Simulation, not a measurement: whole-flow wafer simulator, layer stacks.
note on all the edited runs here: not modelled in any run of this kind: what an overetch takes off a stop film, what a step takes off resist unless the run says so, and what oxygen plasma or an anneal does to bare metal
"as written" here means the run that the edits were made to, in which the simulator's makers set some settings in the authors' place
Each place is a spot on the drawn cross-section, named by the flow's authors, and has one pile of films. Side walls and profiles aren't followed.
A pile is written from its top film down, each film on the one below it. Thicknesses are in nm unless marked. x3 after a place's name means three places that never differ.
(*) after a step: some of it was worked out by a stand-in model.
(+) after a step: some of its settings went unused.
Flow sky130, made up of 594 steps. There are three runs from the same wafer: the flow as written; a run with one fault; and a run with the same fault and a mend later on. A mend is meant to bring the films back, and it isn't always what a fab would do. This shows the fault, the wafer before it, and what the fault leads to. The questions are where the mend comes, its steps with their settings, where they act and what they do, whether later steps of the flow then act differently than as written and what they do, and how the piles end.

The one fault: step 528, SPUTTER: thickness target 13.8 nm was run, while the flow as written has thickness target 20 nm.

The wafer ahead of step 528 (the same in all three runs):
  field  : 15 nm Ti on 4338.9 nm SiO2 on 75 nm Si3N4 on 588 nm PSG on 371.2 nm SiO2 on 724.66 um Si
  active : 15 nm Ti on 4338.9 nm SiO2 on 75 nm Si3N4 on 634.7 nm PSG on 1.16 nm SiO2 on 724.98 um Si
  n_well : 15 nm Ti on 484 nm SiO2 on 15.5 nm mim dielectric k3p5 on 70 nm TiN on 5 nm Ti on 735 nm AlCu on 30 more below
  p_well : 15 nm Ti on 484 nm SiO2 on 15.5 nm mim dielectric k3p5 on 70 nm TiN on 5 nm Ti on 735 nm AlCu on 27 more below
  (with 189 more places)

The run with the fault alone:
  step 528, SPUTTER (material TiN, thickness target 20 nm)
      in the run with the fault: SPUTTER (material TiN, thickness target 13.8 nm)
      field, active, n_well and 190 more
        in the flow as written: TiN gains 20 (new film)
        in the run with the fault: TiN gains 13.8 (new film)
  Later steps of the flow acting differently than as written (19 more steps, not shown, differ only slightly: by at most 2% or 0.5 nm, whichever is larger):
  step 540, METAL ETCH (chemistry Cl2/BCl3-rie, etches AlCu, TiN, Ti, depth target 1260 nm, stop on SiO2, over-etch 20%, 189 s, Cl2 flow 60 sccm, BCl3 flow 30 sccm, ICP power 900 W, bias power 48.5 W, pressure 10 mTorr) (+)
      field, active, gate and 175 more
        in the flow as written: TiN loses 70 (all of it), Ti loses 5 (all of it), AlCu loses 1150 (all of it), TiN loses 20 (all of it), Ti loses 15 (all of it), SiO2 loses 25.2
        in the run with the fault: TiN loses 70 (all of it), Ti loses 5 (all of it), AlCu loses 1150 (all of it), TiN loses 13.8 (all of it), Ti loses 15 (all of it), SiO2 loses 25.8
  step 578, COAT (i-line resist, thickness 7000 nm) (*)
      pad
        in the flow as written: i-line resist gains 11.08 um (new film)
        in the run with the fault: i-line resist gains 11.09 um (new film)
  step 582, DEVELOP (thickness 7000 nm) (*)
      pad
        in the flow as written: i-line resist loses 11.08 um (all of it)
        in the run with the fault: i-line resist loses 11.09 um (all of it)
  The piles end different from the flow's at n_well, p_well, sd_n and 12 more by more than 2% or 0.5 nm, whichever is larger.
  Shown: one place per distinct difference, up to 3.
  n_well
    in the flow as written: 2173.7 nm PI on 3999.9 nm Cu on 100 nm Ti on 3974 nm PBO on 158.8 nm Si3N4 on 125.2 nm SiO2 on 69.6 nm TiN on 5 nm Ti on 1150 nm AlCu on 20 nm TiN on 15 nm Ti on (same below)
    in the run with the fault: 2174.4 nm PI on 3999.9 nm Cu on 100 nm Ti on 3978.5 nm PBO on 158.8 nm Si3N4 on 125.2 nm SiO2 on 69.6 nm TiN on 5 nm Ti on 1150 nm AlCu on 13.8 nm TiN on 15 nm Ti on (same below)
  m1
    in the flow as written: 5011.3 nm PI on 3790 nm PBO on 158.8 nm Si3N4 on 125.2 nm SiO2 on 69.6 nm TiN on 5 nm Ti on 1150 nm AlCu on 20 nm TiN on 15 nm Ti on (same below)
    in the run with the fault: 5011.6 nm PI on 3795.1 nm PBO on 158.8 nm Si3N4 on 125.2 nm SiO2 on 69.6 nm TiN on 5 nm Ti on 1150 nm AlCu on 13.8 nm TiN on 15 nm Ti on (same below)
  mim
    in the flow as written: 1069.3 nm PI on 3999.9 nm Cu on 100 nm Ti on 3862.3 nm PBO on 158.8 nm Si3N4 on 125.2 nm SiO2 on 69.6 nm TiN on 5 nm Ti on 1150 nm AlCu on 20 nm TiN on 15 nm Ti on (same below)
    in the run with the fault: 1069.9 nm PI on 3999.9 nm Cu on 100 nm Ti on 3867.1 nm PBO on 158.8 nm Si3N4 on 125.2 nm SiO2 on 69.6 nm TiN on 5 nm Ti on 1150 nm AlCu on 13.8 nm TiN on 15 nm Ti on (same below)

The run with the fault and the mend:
  The mend stands after step 528.
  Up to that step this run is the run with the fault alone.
  step 528a, SPUTTER (material TiN, thickness target 6.2 nm) (the flow's step 528 again, with other settings)
      field, active, n_well and 190 more
        TiN gains 6.2
  Every later step of the flow that is run acts as written at every place that is followed.
  The piles end the same as the flow's at every place that both follow.
